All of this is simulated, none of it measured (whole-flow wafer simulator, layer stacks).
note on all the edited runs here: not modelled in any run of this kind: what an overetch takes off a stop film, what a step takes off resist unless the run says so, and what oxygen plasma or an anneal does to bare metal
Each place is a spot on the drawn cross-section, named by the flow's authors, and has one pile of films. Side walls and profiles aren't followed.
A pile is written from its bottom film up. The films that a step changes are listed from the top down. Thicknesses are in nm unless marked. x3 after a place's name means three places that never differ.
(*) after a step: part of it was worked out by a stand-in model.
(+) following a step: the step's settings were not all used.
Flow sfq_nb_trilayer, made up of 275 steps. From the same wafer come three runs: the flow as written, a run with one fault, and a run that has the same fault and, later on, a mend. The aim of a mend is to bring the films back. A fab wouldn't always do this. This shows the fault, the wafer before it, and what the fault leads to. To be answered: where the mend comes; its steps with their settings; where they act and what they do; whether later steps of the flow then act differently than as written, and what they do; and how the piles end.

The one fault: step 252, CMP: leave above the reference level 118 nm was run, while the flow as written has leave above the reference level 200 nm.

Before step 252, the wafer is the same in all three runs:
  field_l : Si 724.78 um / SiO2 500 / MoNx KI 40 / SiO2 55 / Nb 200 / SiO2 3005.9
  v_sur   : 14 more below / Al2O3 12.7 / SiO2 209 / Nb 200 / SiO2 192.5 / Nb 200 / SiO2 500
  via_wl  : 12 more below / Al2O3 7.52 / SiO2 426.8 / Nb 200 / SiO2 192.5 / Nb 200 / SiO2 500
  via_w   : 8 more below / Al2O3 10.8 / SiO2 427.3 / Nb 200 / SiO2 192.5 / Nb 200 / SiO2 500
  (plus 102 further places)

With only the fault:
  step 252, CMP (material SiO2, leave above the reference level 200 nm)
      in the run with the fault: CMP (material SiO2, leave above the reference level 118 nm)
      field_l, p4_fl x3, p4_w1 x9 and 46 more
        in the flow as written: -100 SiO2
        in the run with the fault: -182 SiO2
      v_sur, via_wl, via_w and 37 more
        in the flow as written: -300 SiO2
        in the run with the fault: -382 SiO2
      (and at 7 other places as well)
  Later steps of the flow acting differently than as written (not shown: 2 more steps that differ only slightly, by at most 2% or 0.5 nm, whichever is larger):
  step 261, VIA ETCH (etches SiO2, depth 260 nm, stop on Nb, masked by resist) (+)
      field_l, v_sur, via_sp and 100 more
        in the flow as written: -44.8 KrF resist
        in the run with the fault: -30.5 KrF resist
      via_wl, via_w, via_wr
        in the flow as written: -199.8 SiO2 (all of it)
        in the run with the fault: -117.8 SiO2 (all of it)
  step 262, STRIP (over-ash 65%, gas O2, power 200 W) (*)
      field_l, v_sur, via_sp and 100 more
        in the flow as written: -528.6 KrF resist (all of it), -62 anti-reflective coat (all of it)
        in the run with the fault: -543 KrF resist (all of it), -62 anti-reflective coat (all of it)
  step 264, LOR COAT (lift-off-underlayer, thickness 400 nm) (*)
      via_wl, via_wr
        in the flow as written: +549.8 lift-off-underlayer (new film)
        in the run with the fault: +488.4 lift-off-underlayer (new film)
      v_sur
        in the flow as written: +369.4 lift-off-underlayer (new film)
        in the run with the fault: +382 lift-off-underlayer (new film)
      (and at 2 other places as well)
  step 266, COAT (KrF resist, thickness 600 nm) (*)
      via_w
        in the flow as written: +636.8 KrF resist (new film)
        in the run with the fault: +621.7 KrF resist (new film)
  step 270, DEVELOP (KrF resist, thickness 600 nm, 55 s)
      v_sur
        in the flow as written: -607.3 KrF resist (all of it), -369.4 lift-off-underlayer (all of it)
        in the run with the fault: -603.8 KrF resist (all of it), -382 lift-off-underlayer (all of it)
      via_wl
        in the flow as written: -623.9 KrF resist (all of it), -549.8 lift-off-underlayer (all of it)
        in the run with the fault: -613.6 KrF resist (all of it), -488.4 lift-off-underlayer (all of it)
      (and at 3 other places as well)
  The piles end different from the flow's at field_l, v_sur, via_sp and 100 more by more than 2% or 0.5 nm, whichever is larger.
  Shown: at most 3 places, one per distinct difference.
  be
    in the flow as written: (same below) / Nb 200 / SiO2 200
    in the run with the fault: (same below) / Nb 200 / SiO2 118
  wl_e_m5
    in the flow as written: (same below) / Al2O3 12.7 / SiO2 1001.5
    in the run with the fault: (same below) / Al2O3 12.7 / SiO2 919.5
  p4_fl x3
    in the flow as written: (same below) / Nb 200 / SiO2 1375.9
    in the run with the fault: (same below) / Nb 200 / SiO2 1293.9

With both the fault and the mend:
  The mend stands after step 253.
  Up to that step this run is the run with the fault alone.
  step 253a, PECVD (material SiO2, thickness 82 nm, 150 C, 18.22 s, RF power 183.3 W, pressure 2.4 Torr, precursor SiH4/N2O) (a further turn of the flow's step 251, with different settings)
      field_l, v_sur, via_wl and 103 more
        +82 SiO2
  None of the later steps of the flow acts differently than as written at any place that is followed.
  The piles end the same as the flow's at every place that both follow.
